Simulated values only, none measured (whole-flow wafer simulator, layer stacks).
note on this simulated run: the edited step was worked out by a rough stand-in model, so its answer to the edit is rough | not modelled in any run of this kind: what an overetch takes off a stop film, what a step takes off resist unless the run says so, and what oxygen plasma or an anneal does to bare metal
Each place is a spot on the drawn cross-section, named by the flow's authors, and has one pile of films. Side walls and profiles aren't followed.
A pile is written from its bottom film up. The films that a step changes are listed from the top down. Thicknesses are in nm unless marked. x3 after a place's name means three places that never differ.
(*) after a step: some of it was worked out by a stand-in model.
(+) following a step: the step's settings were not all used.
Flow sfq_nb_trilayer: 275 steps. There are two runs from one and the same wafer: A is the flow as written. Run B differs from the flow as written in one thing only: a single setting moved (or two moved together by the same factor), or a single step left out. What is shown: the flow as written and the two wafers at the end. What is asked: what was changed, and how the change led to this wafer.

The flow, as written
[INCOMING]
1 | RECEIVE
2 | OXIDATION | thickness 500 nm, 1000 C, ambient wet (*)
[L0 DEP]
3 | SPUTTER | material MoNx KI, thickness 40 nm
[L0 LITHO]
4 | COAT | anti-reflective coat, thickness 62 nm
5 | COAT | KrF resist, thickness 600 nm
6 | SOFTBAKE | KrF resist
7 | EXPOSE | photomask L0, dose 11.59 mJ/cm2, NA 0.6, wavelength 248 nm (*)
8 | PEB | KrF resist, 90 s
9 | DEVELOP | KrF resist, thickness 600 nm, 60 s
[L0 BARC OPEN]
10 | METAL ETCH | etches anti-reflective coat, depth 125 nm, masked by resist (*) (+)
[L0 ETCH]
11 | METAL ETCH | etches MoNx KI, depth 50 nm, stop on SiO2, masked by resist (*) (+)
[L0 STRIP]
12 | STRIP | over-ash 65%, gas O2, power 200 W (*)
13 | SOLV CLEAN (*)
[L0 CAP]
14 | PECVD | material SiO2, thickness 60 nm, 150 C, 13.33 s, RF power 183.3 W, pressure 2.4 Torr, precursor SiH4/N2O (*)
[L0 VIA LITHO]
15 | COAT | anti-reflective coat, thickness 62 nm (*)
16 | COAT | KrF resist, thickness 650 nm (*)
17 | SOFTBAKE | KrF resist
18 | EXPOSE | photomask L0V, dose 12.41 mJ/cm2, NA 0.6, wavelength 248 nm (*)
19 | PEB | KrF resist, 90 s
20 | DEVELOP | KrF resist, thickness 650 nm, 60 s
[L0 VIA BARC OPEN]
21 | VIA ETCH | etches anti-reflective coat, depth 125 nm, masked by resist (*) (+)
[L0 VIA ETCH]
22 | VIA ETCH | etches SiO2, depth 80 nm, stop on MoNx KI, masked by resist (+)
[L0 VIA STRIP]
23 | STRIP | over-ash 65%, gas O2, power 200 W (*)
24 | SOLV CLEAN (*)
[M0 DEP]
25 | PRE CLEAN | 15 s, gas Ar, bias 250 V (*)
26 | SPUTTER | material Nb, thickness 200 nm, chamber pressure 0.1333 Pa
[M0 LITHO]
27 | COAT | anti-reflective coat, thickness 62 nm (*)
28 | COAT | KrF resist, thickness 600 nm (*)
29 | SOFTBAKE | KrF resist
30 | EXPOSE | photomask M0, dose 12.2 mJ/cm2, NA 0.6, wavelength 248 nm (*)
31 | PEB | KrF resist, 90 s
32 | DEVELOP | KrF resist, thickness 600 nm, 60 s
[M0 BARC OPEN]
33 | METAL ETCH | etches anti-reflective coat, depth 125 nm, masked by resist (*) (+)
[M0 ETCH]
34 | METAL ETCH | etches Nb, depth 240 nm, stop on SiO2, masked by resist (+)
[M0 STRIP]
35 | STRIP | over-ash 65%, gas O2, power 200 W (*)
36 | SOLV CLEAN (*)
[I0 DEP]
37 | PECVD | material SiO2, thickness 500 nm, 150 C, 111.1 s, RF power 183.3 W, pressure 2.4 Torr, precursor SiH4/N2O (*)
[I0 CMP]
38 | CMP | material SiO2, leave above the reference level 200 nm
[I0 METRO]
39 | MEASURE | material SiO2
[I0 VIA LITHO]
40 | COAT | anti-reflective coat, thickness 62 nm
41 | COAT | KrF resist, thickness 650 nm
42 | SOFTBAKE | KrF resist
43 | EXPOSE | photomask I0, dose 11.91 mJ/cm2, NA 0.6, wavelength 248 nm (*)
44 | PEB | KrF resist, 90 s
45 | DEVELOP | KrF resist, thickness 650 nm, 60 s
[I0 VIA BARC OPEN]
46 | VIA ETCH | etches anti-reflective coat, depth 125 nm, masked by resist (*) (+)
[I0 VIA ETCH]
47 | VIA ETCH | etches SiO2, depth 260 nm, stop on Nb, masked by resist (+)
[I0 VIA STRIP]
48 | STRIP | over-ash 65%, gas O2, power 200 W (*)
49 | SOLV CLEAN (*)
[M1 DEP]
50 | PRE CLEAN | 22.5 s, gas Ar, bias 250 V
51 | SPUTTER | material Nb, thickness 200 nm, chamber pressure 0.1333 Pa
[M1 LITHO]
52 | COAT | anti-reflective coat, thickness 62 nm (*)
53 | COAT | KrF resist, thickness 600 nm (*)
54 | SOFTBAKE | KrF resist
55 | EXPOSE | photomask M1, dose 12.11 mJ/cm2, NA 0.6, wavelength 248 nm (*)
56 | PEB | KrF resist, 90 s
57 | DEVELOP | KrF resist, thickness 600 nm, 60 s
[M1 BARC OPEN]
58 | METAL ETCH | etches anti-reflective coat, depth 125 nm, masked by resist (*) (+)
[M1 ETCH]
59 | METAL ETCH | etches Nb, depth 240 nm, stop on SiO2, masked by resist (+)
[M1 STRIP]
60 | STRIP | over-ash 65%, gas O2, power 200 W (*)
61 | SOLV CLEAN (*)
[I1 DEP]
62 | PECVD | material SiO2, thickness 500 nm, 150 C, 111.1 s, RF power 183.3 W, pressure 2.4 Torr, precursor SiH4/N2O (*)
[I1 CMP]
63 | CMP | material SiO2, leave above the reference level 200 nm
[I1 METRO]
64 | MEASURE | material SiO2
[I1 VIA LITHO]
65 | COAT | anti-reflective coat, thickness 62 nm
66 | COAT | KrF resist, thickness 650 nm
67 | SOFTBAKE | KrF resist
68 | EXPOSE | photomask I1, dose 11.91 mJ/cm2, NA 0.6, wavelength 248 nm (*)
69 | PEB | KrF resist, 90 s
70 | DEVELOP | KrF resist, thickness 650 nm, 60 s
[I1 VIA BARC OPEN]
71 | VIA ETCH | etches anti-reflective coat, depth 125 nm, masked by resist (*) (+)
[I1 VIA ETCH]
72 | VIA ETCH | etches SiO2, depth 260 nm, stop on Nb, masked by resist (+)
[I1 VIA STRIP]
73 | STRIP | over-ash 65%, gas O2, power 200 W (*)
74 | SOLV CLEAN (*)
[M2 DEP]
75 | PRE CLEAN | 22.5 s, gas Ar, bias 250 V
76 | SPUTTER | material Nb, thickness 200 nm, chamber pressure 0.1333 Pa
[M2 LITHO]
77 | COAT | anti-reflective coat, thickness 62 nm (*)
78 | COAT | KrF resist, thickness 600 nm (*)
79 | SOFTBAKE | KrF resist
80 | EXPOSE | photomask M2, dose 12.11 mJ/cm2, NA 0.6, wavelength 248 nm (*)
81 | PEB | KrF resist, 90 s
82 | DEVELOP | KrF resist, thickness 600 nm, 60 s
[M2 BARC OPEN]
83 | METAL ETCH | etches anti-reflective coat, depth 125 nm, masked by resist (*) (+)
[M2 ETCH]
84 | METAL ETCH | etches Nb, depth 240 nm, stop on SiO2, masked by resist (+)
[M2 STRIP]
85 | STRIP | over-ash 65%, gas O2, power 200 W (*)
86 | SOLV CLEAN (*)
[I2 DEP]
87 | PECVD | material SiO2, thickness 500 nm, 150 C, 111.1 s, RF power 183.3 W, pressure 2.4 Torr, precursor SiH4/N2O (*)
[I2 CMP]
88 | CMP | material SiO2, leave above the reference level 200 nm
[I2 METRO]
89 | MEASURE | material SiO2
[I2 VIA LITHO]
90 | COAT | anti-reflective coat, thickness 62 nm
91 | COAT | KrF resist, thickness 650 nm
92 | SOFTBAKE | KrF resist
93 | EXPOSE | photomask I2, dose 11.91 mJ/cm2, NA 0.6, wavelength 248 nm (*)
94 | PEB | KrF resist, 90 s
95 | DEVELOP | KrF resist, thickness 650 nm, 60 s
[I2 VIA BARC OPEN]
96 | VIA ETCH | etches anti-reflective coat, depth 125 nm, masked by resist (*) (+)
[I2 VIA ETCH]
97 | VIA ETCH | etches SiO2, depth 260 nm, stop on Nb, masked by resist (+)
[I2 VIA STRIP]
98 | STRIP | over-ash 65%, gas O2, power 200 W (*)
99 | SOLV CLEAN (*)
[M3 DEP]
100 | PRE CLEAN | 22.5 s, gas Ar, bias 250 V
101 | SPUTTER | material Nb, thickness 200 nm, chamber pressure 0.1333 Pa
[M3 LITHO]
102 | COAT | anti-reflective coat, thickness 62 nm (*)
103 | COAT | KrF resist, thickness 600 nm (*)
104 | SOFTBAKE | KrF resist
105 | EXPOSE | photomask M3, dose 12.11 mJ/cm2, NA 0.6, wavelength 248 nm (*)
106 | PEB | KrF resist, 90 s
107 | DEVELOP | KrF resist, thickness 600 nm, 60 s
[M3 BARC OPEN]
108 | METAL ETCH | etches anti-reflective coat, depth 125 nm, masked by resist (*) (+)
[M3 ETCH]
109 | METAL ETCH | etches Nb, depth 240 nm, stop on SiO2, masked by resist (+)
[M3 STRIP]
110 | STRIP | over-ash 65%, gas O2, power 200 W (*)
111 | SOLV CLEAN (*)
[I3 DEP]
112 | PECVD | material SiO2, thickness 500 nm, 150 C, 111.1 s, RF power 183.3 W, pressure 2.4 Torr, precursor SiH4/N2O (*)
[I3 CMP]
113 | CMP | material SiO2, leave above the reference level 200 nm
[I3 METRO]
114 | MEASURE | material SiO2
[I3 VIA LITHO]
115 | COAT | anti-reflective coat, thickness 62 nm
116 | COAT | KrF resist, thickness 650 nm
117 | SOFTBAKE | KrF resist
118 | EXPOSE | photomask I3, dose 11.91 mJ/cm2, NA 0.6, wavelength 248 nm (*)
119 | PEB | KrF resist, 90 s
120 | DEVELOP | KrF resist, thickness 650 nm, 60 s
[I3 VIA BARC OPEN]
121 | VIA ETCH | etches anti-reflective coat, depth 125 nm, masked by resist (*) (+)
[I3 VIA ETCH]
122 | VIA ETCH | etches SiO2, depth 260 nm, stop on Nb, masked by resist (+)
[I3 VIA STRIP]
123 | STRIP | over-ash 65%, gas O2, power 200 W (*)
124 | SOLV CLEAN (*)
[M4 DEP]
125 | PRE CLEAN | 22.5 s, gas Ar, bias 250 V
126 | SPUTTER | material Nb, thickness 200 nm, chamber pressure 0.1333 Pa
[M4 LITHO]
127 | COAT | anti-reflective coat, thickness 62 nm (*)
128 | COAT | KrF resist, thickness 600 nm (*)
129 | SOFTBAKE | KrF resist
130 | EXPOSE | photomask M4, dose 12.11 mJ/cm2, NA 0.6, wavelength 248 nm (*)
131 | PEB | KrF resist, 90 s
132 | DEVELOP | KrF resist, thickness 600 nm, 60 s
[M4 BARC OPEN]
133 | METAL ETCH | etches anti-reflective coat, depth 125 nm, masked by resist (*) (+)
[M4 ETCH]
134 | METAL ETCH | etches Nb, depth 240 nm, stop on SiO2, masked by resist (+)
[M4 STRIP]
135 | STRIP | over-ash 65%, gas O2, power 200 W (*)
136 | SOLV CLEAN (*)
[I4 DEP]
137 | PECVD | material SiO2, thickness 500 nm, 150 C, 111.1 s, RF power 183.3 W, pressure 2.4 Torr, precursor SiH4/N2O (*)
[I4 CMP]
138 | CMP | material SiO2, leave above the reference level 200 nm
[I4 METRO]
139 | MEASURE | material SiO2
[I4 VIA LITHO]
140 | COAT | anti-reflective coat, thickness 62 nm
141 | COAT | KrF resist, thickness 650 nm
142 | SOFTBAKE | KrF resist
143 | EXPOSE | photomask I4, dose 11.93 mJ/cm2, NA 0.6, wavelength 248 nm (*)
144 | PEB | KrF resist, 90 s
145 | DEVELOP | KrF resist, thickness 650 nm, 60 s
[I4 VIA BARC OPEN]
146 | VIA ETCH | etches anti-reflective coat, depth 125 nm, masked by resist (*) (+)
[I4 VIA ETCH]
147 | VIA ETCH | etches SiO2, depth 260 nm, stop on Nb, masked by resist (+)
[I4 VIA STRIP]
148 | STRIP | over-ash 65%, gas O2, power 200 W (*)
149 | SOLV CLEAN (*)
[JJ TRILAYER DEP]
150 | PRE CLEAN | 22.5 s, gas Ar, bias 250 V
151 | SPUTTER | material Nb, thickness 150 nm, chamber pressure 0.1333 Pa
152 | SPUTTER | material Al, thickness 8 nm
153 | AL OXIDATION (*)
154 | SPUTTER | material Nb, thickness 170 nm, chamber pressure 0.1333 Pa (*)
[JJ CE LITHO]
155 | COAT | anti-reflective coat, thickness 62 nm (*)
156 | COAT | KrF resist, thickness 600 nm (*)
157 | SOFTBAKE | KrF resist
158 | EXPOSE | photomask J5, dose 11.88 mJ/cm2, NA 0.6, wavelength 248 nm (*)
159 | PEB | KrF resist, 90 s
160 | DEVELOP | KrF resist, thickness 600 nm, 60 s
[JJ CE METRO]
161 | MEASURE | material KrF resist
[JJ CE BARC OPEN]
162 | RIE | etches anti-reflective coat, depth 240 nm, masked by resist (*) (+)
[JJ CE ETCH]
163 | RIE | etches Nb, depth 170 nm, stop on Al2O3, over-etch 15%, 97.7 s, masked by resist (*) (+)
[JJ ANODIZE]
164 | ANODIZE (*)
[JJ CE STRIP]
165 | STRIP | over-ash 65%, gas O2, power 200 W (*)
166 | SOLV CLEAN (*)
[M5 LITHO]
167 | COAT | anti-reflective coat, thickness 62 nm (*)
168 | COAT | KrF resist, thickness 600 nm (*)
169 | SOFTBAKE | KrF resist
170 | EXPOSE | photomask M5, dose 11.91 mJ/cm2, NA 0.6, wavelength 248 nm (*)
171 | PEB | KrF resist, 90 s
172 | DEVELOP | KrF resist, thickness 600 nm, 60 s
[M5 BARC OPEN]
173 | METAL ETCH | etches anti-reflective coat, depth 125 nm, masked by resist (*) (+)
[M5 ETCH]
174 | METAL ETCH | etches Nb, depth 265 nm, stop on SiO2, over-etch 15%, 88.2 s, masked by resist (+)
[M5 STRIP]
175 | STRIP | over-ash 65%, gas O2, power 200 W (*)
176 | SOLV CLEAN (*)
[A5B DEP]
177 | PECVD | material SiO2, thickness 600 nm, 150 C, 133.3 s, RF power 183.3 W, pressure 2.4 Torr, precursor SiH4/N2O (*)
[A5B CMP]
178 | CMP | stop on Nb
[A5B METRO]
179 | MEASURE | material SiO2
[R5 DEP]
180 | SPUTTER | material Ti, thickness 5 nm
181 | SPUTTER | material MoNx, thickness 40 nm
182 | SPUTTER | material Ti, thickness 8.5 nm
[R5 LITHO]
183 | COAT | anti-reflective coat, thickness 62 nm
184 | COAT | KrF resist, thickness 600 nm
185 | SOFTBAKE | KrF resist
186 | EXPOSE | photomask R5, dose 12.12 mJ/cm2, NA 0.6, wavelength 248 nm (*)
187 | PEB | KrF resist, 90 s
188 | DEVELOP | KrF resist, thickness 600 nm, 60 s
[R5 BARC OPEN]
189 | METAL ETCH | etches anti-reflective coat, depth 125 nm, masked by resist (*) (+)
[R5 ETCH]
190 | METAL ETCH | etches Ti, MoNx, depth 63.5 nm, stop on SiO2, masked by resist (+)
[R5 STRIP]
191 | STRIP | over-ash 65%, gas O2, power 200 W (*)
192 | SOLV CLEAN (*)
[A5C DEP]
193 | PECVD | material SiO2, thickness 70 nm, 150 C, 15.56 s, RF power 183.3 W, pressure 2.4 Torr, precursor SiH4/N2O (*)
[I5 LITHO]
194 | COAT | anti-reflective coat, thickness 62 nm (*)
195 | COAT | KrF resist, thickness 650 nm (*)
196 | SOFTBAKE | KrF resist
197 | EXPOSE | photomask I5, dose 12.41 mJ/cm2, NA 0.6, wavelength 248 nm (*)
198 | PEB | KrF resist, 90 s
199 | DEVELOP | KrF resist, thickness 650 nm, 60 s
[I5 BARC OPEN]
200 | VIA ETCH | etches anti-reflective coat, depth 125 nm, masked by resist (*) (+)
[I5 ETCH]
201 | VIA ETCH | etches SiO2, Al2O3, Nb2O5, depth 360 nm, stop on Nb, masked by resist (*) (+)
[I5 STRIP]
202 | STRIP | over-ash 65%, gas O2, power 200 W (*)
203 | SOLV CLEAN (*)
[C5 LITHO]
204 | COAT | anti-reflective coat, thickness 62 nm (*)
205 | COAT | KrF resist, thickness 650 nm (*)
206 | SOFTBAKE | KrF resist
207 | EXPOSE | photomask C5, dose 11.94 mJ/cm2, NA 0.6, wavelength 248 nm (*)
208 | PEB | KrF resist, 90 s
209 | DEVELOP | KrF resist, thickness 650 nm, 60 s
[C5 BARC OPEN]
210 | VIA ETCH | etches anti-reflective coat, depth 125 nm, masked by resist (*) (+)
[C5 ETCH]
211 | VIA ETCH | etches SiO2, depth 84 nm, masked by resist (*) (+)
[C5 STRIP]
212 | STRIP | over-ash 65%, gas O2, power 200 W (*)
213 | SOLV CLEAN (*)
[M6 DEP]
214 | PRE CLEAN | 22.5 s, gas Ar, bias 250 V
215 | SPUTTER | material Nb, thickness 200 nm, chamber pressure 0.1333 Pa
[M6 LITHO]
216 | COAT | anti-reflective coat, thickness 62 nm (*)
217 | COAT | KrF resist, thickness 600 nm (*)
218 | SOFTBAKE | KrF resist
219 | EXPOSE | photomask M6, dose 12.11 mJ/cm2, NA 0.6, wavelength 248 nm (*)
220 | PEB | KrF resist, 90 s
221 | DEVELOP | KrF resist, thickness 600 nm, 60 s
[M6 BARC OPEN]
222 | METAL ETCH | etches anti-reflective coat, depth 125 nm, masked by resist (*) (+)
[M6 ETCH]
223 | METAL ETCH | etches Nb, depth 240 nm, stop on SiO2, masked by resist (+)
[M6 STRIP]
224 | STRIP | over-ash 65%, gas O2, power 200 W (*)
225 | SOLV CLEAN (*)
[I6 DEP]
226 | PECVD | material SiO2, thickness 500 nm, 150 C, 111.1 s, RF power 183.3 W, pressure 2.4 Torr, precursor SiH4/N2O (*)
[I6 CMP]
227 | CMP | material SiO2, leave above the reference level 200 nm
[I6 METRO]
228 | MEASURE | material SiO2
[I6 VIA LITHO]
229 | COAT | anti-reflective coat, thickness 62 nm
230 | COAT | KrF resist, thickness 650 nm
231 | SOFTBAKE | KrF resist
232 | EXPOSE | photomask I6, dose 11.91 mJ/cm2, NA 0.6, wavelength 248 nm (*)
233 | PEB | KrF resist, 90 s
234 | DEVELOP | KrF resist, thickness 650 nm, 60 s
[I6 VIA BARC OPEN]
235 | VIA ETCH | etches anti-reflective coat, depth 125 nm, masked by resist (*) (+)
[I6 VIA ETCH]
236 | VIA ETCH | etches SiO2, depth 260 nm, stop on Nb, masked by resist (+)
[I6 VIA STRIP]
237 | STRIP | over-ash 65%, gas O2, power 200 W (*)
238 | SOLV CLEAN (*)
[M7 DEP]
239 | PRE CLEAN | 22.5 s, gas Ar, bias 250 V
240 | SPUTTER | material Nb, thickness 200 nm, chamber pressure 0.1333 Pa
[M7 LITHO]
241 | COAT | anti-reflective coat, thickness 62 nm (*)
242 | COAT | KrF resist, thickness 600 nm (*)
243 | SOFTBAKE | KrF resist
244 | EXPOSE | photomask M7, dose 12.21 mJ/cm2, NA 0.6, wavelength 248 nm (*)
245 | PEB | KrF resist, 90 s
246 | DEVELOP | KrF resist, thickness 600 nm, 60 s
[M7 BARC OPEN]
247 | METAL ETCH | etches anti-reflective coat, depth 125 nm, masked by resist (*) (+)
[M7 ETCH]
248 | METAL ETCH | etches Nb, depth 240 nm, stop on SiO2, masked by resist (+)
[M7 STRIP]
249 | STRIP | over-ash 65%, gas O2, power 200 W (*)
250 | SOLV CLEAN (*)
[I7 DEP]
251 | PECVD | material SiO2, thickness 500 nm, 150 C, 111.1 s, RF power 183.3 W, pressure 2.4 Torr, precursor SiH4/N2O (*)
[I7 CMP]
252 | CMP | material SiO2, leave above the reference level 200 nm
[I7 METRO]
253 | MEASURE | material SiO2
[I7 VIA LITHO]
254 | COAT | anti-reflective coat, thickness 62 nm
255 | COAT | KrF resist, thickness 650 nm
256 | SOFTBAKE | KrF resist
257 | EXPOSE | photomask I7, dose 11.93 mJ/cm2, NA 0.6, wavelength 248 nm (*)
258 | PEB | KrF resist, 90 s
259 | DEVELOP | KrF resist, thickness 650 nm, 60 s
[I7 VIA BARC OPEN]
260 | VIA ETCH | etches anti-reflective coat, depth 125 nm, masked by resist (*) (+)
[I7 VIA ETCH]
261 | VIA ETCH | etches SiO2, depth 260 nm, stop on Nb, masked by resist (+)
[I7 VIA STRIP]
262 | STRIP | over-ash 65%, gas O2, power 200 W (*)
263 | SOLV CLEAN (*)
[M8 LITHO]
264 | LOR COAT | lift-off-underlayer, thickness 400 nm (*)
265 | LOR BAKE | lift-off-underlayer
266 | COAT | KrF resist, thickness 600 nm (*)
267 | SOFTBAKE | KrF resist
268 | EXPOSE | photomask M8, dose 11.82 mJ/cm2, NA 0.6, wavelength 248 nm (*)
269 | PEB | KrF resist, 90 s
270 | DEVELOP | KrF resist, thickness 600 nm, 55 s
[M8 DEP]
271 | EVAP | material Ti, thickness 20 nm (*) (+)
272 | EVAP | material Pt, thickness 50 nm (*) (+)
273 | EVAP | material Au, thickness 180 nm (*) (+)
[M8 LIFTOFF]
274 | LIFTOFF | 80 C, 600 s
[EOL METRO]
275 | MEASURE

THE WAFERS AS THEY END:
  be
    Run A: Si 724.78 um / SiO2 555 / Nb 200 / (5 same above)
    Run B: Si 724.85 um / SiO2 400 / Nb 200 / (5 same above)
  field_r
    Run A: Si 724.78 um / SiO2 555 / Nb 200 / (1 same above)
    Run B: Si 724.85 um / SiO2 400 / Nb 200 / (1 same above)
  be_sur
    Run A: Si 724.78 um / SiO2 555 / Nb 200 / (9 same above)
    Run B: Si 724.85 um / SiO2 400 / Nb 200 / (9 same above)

The reason: step 2, OXIDATION: thickness 345 nm was run, whereas the flow has thickness 500 nm.

Step by step, how the change led to this:
  2 | OXIDATION | thickness 500 nm, 1000 C, ambient wet (*)
      field_l, v_sur, via_wl and 103 more: A SiO2 gains 500 (new film), chemical SiO2 loses 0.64 (all of it), Si loses 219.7 | B SiO2 gains 345 (new film), chemical SiO2 loses 0.64 (all of it), Si loses 151.5
